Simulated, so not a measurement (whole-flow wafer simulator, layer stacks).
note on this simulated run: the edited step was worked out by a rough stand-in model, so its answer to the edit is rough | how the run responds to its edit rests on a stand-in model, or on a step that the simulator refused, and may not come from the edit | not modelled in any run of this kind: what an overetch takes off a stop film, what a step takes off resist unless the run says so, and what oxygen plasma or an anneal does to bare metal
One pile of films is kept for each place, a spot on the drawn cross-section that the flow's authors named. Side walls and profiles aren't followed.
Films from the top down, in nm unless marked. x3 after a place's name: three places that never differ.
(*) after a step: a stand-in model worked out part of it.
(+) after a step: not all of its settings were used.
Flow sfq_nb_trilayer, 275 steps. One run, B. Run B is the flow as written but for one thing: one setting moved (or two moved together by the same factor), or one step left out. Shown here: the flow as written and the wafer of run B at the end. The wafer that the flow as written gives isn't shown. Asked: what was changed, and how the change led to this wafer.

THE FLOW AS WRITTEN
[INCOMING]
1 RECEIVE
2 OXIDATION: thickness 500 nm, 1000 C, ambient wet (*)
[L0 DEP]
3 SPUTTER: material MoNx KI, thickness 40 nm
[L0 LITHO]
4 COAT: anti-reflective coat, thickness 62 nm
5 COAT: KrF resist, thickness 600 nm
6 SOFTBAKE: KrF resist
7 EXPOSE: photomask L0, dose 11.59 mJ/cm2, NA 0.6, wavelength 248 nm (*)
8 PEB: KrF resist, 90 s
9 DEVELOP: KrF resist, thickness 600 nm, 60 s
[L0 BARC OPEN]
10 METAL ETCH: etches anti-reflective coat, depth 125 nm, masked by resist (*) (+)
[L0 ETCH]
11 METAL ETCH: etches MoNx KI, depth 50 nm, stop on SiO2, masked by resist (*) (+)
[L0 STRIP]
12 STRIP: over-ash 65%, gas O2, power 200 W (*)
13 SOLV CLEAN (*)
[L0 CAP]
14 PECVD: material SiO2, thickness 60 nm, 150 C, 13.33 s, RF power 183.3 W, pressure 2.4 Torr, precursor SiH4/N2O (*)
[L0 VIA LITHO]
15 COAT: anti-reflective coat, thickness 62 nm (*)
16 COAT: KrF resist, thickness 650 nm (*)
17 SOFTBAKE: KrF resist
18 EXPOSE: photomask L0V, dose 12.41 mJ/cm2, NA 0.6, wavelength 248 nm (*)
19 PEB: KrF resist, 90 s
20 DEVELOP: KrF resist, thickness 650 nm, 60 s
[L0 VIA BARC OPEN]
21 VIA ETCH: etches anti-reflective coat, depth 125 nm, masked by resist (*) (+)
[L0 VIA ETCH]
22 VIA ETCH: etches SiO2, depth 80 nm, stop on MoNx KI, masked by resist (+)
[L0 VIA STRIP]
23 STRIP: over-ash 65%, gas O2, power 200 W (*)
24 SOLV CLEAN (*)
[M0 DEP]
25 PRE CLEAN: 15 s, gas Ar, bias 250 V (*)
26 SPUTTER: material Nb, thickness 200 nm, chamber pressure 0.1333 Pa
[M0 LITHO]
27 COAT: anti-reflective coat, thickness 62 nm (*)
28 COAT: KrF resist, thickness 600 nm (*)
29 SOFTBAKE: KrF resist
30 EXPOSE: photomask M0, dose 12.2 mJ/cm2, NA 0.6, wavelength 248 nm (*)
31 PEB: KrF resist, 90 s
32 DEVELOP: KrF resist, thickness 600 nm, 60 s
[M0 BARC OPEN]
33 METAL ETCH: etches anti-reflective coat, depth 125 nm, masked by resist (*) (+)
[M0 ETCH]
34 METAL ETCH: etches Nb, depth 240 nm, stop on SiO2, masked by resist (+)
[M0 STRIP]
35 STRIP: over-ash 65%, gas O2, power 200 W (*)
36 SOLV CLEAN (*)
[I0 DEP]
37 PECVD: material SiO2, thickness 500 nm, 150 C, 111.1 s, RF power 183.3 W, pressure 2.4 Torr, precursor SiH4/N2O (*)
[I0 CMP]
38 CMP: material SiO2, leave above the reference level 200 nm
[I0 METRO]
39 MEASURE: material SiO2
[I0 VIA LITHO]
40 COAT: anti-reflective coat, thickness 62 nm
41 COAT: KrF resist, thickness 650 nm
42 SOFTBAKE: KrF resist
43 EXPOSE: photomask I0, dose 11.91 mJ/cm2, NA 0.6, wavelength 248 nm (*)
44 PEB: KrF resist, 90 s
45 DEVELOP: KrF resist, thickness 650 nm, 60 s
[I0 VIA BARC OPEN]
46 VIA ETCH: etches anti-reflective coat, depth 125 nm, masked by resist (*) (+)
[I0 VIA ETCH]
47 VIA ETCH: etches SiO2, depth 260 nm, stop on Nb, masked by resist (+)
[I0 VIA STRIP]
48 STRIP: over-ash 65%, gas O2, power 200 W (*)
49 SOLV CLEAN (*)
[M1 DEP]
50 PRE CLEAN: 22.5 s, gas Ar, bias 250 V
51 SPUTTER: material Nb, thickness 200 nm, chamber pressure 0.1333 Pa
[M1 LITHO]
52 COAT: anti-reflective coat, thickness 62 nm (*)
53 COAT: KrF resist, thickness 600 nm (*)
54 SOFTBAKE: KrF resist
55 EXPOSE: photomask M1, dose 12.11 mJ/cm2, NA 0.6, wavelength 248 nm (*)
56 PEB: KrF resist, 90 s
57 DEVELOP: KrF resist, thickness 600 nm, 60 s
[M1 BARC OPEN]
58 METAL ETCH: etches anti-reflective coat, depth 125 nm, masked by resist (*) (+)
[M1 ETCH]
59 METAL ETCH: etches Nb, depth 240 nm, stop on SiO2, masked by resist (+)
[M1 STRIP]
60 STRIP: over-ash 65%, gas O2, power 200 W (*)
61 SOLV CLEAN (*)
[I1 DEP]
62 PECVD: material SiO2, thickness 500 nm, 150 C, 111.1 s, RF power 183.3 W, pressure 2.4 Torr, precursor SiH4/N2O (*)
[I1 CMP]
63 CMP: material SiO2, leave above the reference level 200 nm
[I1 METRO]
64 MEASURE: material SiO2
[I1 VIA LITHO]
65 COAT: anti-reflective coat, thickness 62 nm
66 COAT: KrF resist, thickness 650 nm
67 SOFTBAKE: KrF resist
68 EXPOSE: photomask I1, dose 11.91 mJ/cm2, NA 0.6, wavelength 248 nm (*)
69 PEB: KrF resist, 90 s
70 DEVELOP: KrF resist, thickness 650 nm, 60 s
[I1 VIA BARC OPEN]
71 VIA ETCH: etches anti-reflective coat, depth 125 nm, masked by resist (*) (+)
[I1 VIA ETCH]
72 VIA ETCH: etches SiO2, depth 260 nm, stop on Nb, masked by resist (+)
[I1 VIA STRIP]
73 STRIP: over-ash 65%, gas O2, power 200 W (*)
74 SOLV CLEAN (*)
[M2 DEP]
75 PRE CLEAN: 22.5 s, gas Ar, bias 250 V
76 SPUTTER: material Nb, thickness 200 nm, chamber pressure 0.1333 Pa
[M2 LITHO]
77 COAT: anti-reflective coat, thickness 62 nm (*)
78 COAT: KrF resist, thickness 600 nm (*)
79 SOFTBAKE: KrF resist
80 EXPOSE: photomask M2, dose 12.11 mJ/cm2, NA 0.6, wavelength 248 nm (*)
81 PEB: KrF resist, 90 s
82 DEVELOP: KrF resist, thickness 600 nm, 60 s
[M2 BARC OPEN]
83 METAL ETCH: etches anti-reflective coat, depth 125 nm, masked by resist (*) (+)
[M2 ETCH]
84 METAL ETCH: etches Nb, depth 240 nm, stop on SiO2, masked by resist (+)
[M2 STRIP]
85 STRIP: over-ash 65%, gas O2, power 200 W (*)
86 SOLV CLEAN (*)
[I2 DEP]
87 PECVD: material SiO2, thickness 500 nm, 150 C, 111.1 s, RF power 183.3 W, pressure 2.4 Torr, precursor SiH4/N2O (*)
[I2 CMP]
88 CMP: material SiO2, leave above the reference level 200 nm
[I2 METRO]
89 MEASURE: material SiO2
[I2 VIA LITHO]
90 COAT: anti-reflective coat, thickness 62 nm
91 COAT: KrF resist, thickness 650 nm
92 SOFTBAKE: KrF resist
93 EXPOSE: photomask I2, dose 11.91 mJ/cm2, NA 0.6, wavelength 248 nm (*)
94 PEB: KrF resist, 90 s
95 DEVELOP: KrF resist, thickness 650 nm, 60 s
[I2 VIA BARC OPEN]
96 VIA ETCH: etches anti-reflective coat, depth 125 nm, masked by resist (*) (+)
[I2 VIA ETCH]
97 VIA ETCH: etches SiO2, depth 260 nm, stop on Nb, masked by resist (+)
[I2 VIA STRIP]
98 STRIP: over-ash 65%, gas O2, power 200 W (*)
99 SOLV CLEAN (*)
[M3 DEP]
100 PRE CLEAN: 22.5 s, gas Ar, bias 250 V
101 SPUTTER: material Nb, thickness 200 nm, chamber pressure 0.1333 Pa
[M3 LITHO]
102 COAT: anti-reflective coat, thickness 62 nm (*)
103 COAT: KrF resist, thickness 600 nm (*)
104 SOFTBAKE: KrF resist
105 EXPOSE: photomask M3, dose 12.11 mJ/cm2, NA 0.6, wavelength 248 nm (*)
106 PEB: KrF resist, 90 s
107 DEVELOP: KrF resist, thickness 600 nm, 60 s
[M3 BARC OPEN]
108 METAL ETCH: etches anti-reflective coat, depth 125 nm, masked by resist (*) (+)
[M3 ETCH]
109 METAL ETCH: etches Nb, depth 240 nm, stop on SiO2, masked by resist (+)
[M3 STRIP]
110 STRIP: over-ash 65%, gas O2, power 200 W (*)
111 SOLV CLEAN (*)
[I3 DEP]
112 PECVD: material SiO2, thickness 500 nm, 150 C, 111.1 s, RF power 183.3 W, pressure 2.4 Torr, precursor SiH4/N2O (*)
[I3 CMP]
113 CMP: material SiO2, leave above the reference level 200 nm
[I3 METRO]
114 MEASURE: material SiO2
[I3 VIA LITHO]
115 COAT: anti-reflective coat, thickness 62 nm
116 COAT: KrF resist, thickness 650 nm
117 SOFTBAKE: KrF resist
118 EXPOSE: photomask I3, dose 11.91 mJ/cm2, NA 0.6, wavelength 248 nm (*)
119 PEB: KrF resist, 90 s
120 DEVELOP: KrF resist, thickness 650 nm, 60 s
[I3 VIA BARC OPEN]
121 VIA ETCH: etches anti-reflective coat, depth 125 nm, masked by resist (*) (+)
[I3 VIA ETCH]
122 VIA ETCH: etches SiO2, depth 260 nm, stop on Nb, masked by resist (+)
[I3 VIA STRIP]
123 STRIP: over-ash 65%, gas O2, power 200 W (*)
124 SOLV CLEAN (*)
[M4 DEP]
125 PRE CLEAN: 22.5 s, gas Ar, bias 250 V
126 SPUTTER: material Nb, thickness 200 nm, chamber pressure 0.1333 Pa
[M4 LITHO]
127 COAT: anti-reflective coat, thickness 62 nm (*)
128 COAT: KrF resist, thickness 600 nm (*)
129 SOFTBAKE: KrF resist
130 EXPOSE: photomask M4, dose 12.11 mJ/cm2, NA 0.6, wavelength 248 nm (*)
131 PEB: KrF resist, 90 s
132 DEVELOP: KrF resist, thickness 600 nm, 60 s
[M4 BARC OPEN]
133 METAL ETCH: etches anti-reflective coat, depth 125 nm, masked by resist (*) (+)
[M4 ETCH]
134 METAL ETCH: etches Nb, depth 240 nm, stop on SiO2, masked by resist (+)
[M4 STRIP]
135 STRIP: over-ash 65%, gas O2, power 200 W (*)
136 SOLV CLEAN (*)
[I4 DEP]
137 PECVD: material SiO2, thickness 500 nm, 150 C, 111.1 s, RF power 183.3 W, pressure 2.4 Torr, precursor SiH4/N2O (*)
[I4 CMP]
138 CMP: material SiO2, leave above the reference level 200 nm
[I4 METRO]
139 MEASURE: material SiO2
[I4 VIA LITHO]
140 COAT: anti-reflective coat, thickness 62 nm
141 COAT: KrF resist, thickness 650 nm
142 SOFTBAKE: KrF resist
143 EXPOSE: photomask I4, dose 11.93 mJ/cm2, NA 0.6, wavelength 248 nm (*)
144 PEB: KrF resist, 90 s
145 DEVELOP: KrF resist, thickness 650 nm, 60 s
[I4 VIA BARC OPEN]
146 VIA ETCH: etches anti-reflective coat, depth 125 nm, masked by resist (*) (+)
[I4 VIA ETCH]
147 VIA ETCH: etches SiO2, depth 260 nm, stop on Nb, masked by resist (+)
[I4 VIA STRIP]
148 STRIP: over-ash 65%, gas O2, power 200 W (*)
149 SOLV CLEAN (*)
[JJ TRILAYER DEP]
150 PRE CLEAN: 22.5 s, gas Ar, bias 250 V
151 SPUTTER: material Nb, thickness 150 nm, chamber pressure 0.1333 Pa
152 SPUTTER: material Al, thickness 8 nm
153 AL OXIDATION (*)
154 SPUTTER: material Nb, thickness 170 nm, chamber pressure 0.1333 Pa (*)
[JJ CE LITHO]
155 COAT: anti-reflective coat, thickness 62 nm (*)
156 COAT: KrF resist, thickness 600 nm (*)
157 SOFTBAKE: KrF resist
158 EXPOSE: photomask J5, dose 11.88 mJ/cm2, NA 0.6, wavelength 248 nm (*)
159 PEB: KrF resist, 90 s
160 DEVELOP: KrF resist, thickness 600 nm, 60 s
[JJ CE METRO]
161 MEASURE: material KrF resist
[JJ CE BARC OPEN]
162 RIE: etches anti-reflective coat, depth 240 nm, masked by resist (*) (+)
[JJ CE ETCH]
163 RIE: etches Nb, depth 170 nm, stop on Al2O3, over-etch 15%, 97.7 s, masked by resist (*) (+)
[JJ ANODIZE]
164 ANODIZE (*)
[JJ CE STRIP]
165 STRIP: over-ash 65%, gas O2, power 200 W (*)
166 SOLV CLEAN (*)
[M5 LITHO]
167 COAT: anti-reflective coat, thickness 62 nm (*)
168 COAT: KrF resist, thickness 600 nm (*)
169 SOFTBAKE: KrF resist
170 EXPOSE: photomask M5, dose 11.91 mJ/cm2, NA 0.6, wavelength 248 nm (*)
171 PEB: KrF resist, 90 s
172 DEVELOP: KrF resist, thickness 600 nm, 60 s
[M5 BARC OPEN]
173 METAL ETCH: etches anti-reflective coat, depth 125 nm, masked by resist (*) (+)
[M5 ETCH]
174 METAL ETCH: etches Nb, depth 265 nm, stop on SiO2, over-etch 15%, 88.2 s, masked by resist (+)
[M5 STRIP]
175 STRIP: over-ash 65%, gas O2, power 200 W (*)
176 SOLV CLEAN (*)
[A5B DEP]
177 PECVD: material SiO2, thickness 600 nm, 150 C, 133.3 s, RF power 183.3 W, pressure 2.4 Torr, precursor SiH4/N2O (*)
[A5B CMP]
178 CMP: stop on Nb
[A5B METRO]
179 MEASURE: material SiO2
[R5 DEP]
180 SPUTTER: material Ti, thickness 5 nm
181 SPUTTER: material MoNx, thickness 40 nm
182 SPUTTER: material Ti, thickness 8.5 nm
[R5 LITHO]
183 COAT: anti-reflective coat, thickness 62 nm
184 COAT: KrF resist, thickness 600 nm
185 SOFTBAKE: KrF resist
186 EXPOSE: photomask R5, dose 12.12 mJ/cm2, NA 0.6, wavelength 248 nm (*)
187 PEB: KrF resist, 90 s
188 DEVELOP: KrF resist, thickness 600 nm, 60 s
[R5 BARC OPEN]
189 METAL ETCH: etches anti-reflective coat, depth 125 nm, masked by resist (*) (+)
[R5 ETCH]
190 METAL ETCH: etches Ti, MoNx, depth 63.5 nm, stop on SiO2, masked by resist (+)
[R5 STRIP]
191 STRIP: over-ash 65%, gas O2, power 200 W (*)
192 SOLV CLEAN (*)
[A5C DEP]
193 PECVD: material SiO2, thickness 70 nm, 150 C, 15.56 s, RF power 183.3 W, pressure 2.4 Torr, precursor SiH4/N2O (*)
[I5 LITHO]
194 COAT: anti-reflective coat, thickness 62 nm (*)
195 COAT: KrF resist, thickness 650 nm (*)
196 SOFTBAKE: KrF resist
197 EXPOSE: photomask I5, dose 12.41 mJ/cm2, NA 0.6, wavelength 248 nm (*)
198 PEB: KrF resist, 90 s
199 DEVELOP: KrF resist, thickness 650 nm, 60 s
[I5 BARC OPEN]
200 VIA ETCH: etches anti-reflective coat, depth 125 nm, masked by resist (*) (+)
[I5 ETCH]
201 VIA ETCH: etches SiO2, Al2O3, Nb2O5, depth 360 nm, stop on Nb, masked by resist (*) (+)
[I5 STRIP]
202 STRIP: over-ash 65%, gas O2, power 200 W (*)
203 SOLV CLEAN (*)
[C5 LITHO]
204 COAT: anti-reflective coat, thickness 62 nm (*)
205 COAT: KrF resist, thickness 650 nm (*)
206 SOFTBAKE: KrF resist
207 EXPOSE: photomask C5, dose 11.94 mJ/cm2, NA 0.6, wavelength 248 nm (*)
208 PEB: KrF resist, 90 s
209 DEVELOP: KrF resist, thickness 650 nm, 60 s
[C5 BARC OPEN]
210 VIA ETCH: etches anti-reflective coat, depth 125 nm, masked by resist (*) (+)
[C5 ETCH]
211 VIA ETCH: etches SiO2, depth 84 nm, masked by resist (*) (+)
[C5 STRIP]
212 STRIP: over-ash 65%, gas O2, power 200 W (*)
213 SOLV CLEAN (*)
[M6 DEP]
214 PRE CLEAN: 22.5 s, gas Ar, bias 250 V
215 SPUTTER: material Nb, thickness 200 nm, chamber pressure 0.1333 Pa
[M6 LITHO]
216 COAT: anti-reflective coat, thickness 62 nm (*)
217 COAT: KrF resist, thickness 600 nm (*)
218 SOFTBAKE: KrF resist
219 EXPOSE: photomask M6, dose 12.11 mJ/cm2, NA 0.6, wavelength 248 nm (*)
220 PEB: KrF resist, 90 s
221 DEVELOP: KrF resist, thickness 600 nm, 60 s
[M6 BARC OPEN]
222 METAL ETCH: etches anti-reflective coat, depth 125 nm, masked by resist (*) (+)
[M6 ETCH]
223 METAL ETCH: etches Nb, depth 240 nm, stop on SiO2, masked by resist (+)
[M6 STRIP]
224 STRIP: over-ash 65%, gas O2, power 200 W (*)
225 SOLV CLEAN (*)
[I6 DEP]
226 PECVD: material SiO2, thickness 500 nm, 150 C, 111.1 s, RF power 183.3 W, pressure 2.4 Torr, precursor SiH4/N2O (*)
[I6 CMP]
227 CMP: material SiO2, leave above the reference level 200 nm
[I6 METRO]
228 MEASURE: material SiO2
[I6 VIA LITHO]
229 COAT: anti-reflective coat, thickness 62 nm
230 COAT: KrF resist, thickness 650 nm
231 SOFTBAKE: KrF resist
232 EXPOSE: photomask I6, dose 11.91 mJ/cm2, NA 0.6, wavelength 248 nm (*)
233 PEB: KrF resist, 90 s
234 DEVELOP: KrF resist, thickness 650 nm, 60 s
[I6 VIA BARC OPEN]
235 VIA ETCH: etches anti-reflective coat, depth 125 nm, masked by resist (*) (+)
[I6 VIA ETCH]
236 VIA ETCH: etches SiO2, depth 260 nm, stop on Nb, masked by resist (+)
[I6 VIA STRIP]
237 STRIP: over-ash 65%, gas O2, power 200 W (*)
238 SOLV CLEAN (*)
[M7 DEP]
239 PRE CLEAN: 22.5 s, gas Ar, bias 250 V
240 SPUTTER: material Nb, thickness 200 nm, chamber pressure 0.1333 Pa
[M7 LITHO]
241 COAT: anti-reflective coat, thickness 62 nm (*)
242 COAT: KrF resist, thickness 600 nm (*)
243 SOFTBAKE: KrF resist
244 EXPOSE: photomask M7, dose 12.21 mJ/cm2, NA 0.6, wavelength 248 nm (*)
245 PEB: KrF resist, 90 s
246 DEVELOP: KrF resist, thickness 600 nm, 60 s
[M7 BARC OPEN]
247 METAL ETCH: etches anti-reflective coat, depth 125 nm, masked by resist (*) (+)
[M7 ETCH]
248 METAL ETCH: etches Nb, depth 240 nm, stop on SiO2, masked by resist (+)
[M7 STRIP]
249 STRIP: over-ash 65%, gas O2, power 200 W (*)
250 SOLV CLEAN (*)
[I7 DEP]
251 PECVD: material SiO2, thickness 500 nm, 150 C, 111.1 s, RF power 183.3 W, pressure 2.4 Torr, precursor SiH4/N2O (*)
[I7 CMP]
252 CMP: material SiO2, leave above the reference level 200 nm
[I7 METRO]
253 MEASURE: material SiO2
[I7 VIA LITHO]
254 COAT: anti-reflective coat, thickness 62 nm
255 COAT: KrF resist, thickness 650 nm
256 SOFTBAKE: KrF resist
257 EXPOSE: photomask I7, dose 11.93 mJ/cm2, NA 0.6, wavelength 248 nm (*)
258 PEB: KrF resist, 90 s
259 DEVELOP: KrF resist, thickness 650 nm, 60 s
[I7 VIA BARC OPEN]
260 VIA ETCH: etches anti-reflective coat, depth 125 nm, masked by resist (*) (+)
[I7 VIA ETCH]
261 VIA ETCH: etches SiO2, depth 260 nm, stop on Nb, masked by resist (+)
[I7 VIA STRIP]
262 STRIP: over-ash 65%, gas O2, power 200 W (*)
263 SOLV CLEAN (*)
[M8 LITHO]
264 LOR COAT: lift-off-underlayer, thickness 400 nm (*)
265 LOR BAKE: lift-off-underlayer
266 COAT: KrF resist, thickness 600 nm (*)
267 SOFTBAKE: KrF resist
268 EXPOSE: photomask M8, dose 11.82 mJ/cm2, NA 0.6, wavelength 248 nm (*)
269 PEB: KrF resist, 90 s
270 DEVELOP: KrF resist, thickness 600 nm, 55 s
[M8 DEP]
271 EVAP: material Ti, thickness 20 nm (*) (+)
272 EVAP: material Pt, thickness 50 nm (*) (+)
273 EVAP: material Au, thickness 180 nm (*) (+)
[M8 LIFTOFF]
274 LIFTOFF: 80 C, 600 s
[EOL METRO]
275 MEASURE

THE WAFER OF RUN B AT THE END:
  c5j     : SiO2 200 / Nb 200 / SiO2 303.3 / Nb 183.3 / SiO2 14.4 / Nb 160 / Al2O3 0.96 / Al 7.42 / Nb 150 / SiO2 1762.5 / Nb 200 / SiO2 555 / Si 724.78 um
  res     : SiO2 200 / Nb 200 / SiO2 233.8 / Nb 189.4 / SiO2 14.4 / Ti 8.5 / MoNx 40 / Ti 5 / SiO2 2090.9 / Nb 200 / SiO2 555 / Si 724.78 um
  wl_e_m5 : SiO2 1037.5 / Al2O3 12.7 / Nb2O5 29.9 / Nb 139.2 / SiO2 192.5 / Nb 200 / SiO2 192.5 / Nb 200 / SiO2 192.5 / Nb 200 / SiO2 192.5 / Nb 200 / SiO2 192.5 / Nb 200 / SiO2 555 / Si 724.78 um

The cause: step 193, PECVD: thickness 106 nm was run, where the flow has thickness 70 nm; step 193, PECVD: 23.49 s was run, where the flow has 15.56 s.

How the change led to this, step by step:
  193 PECVD: material SiO2, thickness 70 nm, 150 C, 15.56 s, RF power 183.3 W, pressure 2.4 Torr, precursor SiH4/N2O (*)
      field_l, v_sur, via_wl and 92 more: SiO2 +106 (as written it would be: SiO2 +70)
      ce_l, c5j, ce_r and 8 more: SiO2 +106 (new film) (as written it would be: SiO2 +70 (new film))
  201 VIA ETCH: etches SiO2, Al2O3, Nb2O5, depth 360 nm, stop on Nb, masked by resist (*) (+)
      be: SiO2 -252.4 (all of it), Al2O3 -12.7 (all of it), Nb2O5 -29.9 (all of it) (as written it would be: SiO2 -216.4 (all of it), Al2O3 -12.7 (all of it), Nb2O5 -29.9 (all of it))
  204 COAT: anti-reflective coat, thickness 62 nm (*)
      wire: anti-reflective coat +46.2 (new film) (as written it would be: anti-reflective coat +47.4 (new film))
      be: anti-reflective coat +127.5 (new film) (as written it would be: anti-reflective coat +122.2 (new film))
      (and at 1 more place)
  205 COAT: KrF resist, thickness 650 nm (*)
      be: KrF resist +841 (new film) (as written it would be: KrF resist +815.3 (new film))
  211 VIA ETCH: etches SiO2, depth 84 nm, masked by resist (*) (+)
      c5j: SiO2 -84 (as written it would be: SiO2 -69.9 (all of it), Nb -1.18)
      res: SiO2 -84 (as written it would be: SiO2 -69.9 (all of it))
  212 STRIP: over-ash 65%, gas O2, power 200 W (*)
      wire: KrF resist -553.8 (all of it), anti-reflective coat -46.2 (all of it) (as written it would be: KrF resist -555.8 (all of it), anti-reflective coat -47.4 (all of it))
      be: KrF resist -753.9 (all of it), anti-reflective coat -127.5 (all of it) (as written it would be: KrF resist -728.2 (all of it), anti-reflective coat -122.2 (all of it))
      (and at 1 more place)
  214 PRE CLEAN: 22.5 s, gas Ar, bias 250 V
      c5j: SiO2 -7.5 (as written it would be: Nb -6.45)
      res: SiO2 -7.5 (as written it would be: Ti -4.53)
  215 SPUTTER: material Nb, thickness 200 nm, chamber pressure 0.1333 Pa
      c5j: Nb +183.3 (new film) (as written it would be: Nb +188.4)
      be: Nb +139.4 (as written it would be: Nb +147.3)
  216 COAT: anti-reflective coat, thickness 62 nm (*)
      wire: anti-reflective coat +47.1 (new film) (as written it would be: anti-reflective coat +48.3 (new film))
      be: anti-reflective coat +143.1 (new film) (as written it would be: anti-reflective coat +136.7 (new film))
      (and at 6 more places)
  217 COAT: KrF resist, thickness 600 nm (*)
      be: KrF resist +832 (new film) (as written it would be: KrF resist +793.9 (new film))
  224 STRIP: over-ash 65%, gas O2, power 200 W (*)
      wire: KrF resist -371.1 (all of it), anti-reflective coat -47.1 (all of it) (as written it would be: KrF resist -369.8 (all of it), anti-reflective coat -48.3 (all of it))
      be: KrF resist -613.8 (all of it), anti-reflective coat -143.1 (all of it) (as written it would be: KrF resist -575.8 (all of it), anti-reflective coat -136.7 (all of it))
      (and at 6 more places)
  226 PECVD: material SiO2, thickness 500 nm, 150 C, 111.1 s, RF power 183.3 W, pressure 2.4 Torr, precursor SiH4/N2O (*)
      be: SiO2 +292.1 (new film), void +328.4 (new film), SiO2 +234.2 (new film) (as written it would be: SiO2 +693.5 (new film))
      c5j: SiO2 +533.8 (new film) (as written it would be: SiO2 +514.7 (new film))
  227 CMP: material SiO2, leave above the reference level 200 nm
      be: SiO2 -292.1 (all of it), void -328.4 (all of it) (as written it would be: SiO2 -182.7)
      res: SiO2 -258.7 (as written it would be: SiO2 -279.4)
  229 COAT: anti-reflective coat, thickness 62 nm
      via_v, gap, jj_sur: anti-reflective coat +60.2 (new film) (as written it would be: anti-reflective coat +62 (new film))
      via_sp: anti-reflective coat +60.6 (new film) (as written it would be: anti-reflective coat +62 (new film))
      (and at 5 more places)
  230 COAT: KrF resist, thickness 650 nm
      be: KrF resist +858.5 (new film) (as written it would be: KrF resist +650 (new film))
      gap: KrF resist +636.1 (new film) (as written it would be: KrF resist +650 (new film))
  233 PEB: KrF resist, 90 s
      be: KrF resist -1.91 (as written it would be: KrF resist -1.38)
  ... 15 more steps ...
  274 LIFTOFF: 80 C, 600 s
      be: Au -180 (all of it), Pt -50 (all of it), Ti -20 (all of it), KrF resist -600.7 (all of it), lift-off-underlayer -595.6 (all of it) (as written it would be: Au -180 (all of it), Pt -50 (all of it), Ti -20 (all of it), KrF resist -572.1 (all of it), lift-off-underlayer -398.5 (all of it))
      be_sur: Au -180 (all of it), Pt -50 (all of it), Ti -20 (all of it), KrF resist -582.9 (all of it), lift-off-underlayer -376 (all of it) (as written it would be: Au -180 (all of it), Pt -50 (all of it), Ti -20 (all of it), KrF resist -572.6 (all of it), lift-off-underlayer -398.9 (all of it))
Counting metal films that touch as one body, c5j has 5 bodies (between them, from the top down: SiO2 303.3; SiO2 14.4; Al2O3 0.96; SiO2 1762.5); the flow as written gives 4 bodies (between them, from the top down: SiO2 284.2; Al2O3 0.96; SiO2 1762.5).
Counting metal films that touch as one body, res has 4 bodies (between them, from the top down: SiO2 233.8; SiO2 14.4; SiO2 2090.9); the flow as written gives 3 bodies (between them, from the top down: SiO2 213.1; SiO2 2090.9).
